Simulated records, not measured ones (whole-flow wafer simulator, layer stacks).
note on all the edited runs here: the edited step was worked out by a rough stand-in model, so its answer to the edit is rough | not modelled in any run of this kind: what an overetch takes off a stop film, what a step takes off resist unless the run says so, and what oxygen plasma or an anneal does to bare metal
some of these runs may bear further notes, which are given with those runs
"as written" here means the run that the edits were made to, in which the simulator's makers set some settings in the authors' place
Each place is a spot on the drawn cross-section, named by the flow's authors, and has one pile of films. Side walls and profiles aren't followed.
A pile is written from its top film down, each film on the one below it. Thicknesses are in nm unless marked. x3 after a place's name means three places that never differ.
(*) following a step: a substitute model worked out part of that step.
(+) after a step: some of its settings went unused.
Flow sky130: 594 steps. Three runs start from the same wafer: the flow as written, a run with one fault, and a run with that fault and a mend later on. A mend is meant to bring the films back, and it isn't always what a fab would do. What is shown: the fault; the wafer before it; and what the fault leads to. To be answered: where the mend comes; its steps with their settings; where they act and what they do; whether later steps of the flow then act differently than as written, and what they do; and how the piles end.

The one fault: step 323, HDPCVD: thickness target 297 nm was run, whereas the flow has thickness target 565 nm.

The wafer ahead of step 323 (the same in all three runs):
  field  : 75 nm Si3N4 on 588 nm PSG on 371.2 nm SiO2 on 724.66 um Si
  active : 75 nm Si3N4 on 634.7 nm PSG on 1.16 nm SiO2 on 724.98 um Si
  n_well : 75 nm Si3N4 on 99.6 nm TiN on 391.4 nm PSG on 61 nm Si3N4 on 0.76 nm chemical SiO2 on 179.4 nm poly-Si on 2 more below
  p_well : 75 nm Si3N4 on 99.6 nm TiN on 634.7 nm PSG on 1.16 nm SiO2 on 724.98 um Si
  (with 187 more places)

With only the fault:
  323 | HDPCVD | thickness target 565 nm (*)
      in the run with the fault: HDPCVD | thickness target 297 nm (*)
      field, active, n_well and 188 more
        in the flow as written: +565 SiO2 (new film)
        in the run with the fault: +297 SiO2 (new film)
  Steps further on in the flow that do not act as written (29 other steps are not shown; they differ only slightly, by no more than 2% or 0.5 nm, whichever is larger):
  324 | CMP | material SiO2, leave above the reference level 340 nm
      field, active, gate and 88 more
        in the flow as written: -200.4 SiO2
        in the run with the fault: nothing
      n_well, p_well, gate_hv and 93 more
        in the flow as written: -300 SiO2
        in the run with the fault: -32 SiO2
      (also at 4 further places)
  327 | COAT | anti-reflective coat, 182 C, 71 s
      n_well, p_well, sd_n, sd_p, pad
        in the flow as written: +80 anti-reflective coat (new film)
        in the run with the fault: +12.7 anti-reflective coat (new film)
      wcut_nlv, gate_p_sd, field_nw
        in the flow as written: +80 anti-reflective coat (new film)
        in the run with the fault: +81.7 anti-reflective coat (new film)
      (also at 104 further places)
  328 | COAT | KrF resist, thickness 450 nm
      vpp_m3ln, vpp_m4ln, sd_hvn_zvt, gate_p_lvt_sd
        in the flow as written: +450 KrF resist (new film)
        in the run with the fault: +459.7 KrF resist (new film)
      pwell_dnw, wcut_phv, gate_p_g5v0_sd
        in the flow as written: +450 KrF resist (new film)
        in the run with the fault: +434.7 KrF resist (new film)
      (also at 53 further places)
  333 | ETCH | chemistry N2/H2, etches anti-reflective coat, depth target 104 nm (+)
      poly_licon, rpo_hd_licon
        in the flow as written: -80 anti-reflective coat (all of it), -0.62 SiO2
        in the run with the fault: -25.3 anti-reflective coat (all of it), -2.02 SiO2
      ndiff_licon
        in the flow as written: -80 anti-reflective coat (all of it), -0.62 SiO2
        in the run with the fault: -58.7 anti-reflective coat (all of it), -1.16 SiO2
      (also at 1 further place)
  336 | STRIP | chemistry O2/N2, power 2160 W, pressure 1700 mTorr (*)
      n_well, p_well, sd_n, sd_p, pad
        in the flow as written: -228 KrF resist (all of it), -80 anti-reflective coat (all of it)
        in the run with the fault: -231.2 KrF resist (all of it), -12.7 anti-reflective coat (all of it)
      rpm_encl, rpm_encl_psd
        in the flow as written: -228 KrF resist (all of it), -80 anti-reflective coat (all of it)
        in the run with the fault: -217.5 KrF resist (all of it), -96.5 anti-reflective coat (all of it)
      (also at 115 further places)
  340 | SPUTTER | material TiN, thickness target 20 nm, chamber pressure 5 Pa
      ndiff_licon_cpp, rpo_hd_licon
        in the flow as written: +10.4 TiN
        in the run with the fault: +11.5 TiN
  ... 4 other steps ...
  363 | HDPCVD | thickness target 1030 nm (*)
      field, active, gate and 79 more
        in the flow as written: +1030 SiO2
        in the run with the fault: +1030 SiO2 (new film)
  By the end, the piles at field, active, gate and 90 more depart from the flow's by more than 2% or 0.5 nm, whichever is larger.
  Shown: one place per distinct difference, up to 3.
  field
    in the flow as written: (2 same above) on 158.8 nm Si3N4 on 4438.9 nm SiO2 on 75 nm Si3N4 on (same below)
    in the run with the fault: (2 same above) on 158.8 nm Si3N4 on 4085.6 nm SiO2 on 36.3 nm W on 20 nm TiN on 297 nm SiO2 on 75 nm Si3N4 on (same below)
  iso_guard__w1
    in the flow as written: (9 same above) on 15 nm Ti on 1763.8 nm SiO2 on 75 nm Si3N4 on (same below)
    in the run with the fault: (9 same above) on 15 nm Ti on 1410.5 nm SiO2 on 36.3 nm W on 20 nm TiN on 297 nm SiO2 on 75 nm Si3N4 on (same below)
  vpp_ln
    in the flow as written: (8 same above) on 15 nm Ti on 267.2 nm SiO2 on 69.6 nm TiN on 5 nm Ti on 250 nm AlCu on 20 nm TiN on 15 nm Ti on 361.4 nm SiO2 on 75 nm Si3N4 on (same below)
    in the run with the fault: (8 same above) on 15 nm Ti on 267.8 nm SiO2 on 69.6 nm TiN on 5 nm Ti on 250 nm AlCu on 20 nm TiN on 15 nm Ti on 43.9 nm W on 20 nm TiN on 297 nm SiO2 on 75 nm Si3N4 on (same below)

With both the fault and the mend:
  The mend follows step 323.
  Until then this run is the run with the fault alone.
  323a | HDPCVD | thickness target 268 nm (*) (a further turn of the flow's step 323, with different settings)
      field, active, n_well and 188 more
        +268 SiO2
  Every later step of the flow that is run acts as written at every place that is followed.
  The piles end the same as the flow's at every place that both follow.
